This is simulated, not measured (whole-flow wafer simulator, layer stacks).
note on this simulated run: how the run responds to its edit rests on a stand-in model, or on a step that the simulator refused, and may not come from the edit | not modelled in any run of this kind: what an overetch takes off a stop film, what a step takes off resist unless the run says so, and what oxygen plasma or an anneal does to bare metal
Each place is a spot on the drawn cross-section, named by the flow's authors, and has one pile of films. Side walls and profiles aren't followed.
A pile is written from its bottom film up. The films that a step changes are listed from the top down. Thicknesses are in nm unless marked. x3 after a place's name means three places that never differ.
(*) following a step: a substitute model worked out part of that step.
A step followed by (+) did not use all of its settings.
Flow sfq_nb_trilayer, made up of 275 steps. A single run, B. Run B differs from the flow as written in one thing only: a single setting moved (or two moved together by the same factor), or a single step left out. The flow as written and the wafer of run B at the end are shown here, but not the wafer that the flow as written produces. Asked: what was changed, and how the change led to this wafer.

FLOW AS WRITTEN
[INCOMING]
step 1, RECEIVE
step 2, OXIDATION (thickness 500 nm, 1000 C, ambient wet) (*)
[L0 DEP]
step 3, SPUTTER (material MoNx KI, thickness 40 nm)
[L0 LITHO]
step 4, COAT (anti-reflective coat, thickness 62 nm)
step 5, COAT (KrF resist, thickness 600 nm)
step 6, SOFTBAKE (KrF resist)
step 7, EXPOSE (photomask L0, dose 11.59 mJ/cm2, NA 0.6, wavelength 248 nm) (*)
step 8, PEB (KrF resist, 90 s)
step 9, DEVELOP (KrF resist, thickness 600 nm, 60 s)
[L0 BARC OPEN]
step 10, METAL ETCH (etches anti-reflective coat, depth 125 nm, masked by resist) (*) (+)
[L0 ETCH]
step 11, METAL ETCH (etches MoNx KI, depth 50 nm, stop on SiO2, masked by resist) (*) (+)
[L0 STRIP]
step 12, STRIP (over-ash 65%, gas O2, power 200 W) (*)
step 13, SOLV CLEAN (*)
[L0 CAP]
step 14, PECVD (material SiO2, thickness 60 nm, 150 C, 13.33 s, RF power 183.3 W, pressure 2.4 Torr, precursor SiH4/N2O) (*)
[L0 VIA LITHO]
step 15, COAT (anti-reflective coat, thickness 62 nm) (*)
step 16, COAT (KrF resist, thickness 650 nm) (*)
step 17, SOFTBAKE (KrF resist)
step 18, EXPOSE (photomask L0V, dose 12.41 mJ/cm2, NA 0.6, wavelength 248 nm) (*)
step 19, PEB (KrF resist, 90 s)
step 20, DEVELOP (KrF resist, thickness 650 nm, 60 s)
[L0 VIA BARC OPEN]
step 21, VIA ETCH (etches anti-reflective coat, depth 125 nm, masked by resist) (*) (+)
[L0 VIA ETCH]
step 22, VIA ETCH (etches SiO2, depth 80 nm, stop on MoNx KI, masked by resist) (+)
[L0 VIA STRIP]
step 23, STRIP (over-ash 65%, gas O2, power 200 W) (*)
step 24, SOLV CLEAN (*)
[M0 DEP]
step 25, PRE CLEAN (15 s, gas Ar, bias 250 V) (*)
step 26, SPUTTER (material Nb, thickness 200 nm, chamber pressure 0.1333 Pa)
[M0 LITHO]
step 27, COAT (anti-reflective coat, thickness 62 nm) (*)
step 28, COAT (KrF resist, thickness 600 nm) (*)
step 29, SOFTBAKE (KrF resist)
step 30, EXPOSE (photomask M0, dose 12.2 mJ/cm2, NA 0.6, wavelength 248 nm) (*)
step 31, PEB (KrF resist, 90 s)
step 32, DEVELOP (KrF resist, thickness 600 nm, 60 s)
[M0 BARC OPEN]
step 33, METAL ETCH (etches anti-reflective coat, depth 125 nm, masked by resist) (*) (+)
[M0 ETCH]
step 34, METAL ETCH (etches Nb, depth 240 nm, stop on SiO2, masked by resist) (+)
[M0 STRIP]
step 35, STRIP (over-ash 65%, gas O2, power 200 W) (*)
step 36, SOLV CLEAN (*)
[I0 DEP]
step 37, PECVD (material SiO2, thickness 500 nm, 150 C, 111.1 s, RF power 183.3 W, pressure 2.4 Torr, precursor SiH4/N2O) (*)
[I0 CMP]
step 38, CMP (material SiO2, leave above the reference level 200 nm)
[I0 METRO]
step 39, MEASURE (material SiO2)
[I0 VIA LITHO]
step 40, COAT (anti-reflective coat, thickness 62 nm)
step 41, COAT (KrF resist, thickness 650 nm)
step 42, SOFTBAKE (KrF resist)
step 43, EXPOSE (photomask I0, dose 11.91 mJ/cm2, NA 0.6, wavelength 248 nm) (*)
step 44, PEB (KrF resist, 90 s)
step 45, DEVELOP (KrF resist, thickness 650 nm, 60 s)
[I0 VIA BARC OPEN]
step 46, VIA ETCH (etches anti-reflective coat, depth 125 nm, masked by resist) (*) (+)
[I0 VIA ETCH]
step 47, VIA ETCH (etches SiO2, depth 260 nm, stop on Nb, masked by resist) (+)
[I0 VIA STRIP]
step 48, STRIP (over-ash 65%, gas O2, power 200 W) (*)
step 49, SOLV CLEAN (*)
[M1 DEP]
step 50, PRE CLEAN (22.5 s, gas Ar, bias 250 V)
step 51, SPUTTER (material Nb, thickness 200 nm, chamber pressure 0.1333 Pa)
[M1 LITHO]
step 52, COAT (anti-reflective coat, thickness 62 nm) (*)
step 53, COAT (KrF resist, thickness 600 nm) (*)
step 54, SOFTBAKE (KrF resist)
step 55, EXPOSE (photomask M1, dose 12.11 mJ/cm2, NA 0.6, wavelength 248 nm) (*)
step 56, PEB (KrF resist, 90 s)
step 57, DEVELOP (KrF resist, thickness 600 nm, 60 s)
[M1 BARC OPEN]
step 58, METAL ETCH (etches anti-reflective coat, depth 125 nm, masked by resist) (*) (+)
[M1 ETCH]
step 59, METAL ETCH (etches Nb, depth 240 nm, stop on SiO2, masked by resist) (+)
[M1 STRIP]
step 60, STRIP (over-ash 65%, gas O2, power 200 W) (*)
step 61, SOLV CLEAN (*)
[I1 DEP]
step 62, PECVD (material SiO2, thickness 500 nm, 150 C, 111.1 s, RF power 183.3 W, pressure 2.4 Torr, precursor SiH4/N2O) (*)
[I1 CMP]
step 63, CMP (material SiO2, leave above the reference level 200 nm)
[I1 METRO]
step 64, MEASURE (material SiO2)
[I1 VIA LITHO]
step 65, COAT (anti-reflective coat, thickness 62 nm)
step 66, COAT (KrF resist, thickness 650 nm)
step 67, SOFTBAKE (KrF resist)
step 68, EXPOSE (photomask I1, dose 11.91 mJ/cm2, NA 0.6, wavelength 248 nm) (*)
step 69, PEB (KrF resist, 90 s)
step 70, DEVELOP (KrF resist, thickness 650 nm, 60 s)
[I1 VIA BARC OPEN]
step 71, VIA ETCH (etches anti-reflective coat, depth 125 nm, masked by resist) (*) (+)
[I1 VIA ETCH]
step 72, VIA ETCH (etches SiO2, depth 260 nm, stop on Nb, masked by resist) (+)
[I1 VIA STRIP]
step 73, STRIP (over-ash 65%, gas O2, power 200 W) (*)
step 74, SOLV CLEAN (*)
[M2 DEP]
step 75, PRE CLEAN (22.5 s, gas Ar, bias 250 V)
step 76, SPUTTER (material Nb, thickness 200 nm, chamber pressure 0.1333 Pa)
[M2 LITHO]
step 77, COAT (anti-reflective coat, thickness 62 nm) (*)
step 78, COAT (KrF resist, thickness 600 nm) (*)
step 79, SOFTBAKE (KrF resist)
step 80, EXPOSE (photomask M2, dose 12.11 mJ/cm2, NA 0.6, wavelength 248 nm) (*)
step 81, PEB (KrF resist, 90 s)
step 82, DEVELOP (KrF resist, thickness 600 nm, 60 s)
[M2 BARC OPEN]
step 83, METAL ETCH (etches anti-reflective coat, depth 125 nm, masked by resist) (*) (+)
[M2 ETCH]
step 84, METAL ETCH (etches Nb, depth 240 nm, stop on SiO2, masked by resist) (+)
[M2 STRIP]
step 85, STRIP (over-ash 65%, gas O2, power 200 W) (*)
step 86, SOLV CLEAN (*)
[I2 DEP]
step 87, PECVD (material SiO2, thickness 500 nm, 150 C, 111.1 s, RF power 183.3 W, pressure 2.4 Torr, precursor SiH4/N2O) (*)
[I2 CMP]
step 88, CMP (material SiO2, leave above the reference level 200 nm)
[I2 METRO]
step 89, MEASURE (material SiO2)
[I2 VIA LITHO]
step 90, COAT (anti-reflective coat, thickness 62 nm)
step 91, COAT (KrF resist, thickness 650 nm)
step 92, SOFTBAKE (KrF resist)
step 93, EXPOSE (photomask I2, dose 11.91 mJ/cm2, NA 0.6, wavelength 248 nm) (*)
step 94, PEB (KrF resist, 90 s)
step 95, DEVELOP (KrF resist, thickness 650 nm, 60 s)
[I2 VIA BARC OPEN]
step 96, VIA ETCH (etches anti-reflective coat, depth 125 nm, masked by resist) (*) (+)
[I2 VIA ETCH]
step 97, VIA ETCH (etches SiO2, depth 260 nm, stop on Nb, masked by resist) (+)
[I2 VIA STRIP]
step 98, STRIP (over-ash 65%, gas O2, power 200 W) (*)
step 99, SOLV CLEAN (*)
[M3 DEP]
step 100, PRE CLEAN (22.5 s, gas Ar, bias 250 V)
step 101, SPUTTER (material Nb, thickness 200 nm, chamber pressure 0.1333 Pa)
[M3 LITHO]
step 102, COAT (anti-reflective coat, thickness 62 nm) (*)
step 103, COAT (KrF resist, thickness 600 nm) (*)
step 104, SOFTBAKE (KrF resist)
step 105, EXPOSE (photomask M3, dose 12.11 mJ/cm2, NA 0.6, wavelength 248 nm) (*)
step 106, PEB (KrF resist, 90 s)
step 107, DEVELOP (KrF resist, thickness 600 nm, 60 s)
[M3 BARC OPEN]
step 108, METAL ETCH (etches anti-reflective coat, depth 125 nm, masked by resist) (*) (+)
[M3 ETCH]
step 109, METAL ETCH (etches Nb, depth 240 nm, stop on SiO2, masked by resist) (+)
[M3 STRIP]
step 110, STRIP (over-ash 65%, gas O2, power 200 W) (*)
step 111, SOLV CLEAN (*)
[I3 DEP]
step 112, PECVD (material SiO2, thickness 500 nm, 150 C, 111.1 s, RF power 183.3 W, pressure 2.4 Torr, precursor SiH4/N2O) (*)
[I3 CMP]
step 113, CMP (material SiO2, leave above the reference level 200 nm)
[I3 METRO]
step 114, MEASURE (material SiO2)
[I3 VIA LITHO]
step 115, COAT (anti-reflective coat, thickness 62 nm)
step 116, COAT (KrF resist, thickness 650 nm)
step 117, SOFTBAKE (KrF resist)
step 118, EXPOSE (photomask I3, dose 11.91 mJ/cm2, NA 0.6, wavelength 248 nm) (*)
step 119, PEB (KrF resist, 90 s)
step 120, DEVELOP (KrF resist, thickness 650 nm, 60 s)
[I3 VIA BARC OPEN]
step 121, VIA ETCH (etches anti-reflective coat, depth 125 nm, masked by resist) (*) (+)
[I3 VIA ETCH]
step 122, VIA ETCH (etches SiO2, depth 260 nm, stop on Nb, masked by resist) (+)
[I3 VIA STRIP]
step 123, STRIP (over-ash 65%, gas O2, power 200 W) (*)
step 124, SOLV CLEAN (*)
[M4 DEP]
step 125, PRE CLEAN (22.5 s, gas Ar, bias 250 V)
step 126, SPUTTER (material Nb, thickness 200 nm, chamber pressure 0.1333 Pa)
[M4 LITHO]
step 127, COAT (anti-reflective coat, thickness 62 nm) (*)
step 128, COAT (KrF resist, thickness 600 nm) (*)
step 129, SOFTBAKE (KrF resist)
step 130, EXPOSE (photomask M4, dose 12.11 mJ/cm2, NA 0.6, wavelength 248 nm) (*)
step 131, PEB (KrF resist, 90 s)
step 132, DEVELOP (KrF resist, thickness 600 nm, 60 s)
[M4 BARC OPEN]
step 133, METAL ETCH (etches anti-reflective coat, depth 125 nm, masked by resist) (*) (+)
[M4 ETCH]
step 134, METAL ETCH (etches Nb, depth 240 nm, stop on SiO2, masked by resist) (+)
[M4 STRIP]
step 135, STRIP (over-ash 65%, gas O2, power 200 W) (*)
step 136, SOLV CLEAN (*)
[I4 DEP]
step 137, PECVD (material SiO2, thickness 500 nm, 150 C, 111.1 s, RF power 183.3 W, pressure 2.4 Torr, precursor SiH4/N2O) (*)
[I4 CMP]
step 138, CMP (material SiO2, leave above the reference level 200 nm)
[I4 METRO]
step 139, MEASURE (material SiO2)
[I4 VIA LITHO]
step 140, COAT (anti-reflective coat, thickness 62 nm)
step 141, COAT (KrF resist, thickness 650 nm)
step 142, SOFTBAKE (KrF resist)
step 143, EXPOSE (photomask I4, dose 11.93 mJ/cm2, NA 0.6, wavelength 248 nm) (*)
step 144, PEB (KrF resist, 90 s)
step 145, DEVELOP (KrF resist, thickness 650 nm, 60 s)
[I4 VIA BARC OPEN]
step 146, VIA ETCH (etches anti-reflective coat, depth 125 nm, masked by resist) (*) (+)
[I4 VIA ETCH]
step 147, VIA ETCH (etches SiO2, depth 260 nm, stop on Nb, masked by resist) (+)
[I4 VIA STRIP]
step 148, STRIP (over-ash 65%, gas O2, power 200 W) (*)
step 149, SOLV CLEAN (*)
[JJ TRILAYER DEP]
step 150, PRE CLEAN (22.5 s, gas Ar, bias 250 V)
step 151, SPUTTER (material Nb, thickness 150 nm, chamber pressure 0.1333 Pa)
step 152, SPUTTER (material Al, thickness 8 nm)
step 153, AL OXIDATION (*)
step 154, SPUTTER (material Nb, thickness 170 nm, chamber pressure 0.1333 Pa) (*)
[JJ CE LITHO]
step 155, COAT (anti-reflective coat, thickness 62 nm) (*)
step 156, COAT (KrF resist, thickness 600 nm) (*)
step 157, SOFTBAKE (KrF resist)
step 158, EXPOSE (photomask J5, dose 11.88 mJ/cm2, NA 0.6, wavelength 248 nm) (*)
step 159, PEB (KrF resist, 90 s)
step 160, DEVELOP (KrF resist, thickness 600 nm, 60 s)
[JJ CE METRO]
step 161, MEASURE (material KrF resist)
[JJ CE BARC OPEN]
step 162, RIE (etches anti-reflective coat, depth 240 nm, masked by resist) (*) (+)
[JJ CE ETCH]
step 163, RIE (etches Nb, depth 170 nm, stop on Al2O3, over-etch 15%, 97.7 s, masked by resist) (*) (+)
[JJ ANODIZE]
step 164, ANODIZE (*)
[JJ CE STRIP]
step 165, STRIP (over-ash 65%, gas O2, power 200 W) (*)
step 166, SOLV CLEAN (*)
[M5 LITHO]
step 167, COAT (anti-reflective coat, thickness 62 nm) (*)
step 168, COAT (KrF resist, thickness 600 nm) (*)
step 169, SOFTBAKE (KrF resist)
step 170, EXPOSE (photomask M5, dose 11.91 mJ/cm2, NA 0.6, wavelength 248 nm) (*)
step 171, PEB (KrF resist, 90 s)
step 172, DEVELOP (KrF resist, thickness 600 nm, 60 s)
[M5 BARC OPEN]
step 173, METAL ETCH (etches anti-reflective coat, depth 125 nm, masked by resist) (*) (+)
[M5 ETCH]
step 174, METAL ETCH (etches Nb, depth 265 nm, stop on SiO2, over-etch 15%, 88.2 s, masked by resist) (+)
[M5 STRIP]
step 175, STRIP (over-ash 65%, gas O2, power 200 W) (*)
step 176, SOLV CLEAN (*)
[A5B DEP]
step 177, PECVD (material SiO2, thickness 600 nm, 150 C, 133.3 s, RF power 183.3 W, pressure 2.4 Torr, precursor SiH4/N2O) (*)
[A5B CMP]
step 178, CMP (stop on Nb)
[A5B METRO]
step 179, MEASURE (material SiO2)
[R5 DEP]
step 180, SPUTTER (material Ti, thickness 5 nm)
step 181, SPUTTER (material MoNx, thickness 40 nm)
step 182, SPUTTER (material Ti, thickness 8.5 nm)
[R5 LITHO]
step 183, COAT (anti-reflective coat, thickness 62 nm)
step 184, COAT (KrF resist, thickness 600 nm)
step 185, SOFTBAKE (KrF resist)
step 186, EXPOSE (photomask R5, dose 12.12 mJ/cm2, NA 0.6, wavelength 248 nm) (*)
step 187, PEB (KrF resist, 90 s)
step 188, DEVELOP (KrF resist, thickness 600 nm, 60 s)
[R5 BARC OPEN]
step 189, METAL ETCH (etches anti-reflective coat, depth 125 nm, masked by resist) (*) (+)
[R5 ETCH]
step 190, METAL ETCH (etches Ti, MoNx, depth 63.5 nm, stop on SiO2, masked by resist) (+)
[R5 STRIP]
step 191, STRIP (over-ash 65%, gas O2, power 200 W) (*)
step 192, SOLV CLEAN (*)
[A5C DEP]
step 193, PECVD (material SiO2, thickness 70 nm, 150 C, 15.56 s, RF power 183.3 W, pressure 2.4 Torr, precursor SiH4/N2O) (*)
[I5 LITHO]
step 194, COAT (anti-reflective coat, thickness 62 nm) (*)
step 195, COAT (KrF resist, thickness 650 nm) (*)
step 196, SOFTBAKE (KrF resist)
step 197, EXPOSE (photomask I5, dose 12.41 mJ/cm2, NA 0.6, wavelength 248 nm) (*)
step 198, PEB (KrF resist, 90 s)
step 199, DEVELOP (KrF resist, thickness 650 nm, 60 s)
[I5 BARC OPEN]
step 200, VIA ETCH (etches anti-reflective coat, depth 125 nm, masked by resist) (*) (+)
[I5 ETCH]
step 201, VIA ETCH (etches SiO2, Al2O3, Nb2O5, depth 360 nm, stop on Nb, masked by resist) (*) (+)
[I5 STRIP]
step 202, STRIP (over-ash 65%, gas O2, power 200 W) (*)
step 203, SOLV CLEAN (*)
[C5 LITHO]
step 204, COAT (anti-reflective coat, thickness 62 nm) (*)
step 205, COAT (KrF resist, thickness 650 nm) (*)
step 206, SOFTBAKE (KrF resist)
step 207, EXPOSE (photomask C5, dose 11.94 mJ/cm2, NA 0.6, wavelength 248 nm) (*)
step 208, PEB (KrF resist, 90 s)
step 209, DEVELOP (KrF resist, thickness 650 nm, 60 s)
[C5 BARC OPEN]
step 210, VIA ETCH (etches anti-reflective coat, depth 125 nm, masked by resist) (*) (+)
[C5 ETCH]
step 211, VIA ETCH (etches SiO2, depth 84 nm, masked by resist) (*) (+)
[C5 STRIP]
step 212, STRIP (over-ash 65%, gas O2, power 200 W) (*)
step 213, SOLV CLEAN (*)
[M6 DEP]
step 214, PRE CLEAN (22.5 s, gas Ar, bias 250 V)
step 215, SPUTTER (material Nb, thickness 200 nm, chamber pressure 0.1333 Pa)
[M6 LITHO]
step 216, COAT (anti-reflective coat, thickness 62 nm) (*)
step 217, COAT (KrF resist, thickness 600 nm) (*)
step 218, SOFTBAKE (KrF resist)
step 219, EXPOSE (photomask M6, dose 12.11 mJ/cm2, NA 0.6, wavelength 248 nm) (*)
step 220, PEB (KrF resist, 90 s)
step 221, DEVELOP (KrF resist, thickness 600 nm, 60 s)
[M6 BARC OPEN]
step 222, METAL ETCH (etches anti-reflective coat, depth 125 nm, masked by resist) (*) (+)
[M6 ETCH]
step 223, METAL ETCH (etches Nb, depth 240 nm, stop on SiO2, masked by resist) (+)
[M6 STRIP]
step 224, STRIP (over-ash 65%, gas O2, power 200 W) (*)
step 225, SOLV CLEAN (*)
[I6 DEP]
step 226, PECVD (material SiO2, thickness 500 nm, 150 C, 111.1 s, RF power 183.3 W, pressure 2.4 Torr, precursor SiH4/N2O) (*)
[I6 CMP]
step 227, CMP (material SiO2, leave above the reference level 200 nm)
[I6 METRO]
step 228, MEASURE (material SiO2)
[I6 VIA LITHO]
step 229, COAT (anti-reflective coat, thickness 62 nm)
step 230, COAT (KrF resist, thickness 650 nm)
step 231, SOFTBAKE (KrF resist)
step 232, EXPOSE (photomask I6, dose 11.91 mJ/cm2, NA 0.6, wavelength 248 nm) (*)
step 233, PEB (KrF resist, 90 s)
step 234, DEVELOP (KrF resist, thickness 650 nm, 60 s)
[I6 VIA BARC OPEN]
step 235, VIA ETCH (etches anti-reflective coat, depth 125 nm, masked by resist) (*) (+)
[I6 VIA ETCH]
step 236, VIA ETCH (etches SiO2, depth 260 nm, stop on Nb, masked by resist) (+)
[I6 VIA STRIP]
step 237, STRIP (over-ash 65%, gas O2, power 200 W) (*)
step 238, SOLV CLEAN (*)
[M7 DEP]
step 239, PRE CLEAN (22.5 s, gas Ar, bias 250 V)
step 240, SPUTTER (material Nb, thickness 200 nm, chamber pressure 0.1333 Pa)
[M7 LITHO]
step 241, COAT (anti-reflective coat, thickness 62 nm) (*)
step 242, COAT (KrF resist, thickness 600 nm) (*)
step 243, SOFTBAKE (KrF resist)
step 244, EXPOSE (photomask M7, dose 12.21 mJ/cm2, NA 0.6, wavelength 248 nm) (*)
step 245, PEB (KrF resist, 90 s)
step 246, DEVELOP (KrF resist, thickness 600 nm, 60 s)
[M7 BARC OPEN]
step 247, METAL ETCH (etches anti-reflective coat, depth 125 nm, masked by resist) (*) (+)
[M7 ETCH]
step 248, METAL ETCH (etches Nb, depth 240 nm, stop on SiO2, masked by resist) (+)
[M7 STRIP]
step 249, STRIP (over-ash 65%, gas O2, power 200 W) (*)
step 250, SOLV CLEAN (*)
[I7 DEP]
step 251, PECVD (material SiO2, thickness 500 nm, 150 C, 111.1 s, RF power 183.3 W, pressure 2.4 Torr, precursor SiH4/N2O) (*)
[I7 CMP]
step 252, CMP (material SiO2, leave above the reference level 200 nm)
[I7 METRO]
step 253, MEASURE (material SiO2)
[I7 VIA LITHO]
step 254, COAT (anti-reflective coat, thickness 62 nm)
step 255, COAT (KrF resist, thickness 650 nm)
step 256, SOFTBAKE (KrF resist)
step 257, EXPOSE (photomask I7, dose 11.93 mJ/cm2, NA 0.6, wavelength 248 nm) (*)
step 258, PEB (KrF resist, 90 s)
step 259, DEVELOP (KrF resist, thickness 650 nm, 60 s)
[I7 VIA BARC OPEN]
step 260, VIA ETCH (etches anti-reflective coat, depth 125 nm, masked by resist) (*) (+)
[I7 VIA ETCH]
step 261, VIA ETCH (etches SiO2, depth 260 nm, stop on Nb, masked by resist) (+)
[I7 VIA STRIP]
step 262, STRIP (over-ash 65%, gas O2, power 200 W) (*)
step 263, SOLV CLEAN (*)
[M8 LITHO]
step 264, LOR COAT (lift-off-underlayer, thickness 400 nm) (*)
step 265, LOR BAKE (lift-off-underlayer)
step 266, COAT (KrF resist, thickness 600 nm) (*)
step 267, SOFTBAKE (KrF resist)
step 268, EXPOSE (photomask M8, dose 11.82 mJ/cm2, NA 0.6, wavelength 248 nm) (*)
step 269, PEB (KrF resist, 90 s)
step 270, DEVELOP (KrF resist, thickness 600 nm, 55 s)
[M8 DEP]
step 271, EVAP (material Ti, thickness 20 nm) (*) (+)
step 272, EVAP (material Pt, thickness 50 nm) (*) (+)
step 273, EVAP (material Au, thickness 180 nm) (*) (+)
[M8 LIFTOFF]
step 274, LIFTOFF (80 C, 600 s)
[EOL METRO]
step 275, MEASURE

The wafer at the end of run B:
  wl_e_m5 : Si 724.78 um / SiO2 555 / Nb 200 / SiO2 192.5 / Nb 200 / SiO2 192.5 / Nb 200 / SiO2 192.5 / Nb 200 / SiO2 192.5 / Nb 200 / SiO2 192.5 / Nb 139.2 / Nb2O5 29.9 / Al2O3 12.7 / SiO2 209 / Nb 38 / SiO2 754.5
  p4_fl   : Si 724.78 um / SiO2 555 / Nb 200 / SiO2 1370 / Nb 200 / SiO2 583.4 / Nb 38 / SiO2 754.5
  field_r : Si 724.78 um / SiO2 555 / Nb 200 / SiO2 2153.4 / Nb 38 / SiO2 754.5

The reason: step 223, METAL ETCH: depth 162 nm was run, whereas the flow has depth 240 nm.

The path from the change to this, step by step:
  step 223, METAL ETCH (etches Nb, depth 240 nm, stop on SiO2, masked by resist) (+)
      field_l, gap, moat and 76 more: -162 Nb (it would be, as written: -200 Nb (all of it))
      v_sur, via_wl, via_w and 24 more: -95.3 KrF resist (it would be, as written: -141.2 KrF resist)
  step 224, STRIP (over-ash 65%, gas O2, power 200 W) (*)
      wl_j_sl, wl_j_sr: -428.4 KrF resist (all of it), -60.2 anti-reflective coat (all of it) (it would be, as written: -382.5 KrF resist (all of it), -60.2 anti-reflective coat (all of it))
      m6r_line_l x2: -428.3 KrF resist (all of it), -62 anti-reflective coat (all of it) (it would be, as written: -382.4 KrF resist (all of it), -62 anti-reflective coat (all of it))
      (also at 23 further places)
  step 226, PECVD (material SiO2, thickness 500 nm, 150 C, 111.1 s, RF power 183.3 W, pressure 2.4 Torr, precursor SiH4/N2O) (*)
      field_l, p4_fl, p4_fm and 62 more: +500 SiO2 (new film) (it would be, as written: +500 SiO2)
      moat, field_r, lsp_l, ln_m5, lsp_m: +494.8 SiO2 (new film) (it would be, as written: +493.6 SiO2)
      (also at 9 further places)
  step 227, CMP (material SiO2, leave above the reference level 200 nm)
      field_l, p4_fl, p4_fm and 59 more: -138 SiO2 (it would be, as written: -100 SiO2)
      moat, field_r, lsp_l, ln_m5, lsp_m: -132.8 SiO2 (it would be, as written: -93.6 SiO2)
      (also at 8 further places)
Taking metal films that touch as one body, wl_e_m5 has 7 bodies (between them, from the top down: SiO2 209 / Al2O3 12.7 / Nb2O5 29.9; SiO2 192.5; SiO2 192.5; SiO2 192.5; SiO2 192.5; SiO2 192.5); the flow as written gives 6 bodies (between them, from the top down: SiO2 192.5; SiO2 192.5; SiO2 192.5; SiO2 192.5; SiO2 192.5).
Taking metal films that touch as one body, p4_fl has 3 bodies (between them, from the top down: SiO2 583.4; SiO2 1370); the flow as written gives 2 bodies (between them, from the top down: SiO2 1370).
Taking metal films that touch as one body, field_r has 2 bodies (between them, from the top down: SiO2 2153.4); the flow as written gives 1 body.
